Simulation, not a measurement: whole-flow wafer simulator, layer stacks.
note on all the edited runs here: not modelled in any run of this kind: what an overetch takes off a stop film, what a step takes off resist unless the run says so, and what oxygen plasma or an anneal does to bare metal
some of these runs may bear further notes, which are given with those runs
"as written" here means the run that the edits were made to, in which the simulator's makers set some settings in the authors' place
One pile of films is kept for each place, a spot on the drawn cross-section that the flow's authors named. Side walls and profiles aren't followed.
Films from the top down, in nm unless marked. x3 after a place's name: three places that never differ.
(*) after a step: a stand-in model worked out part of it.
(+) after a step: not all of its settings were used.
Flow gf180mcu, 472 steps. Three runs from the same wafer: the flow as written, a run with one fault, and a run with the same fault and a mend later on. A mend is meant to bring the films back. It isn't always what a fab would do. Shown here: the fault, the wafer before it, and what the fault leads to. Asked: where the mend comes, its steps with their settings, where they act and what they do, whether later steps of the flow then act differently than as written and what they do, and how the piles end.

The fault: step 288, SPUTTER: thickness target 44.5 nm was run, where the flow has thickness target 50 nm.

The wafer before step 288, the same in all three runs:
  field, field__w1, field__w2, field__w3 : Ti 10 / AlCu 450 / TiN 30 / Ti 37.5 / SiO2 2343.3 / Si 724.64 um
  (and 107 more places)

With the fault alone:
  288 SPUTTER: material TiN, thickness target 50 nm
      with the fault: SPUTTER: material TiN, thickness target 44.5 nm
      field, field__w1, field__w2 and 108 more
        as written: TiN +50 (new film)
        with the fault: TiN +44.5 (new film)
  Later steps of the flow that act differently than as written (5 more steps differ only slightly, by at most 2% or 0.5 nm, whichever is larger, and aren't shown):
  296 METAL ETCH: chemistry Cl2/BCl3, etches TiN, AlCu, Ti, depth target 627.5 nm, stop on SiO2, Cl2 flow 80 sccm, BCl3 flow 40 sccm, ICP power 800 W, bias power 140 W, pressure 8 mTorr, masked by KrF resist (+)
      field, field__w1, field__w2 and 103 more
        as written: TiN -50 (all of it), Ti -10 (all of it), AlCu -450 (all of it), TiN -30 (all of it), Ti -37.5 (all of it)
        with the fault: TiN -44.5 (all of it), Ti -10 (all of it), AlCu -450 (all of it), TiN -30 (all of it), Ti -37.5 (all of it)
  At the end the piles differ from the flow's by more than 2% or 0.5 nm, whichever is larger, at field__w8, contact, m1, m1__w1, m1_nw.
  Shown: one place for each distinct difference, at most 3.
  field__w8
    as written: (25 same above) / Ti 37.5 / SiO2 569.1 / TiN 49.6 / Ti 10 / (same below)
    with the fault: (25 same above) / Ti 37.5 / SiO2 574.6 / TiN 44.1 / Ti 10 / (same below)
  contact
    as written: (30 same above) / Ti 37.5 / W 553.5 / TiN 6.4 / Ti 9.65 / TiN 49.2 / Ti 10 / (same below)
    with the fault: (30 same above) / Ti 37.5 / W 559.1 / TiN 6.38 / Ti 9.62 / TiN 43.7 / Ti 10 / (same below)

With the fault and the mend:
  The mend comes after step 295.
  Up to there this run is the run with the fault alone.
  295a STRIP: chemistry O2/N2, power 2160 W, pressure 1700 mTorr (*)
      field__w8, contact, m1, m1__w1, m1_nw
        KrF resist -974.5 (all of it)
  295b SPUTTER: material TiN, thickness target 5.5 nm (the flow's step 288 once more, with other settings)
      field, field__w1, field__w2 and 108 more
        TiN +5.5
  295c HMDS: 120 C, 60 s (the flow's step 290 once more)
      changes no film at any place that is followed
  295d COAT: KrF resist, thickness 1000 nm (the flow's step 291 once more)
      field, field__w1, field__w2 and 108 more
        KrF resist +1000 (new film)
  295e SOFTBAKE: KrF resist (the flow's step 292 once more)
      changes no film at any place that is followed
  295f EXPOSE: photomask Metal2 (the flow's step 293 once more)
      changes no film at any place that is followed
  295g PEB: KrF resist, 135 C, 90 s (the flow's step 294 once more)
      field, field__w1, field__w2 and 108 more
        KrF resist -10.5
  295h DEVELOP: thickness 1000 nm, 60 s (the flow's step 295 once more)
      field, field__w1, field__w2 and 103 more
        KrF resist -989.5 (all of it)
      field__w8, contact, m1, m1__w1, m1_nw
        KrF resist -14.9
  No later step of the flow acts differently than as written at any place that is followed.
  At the end the piles are the same as the flow's at every place that both follow.
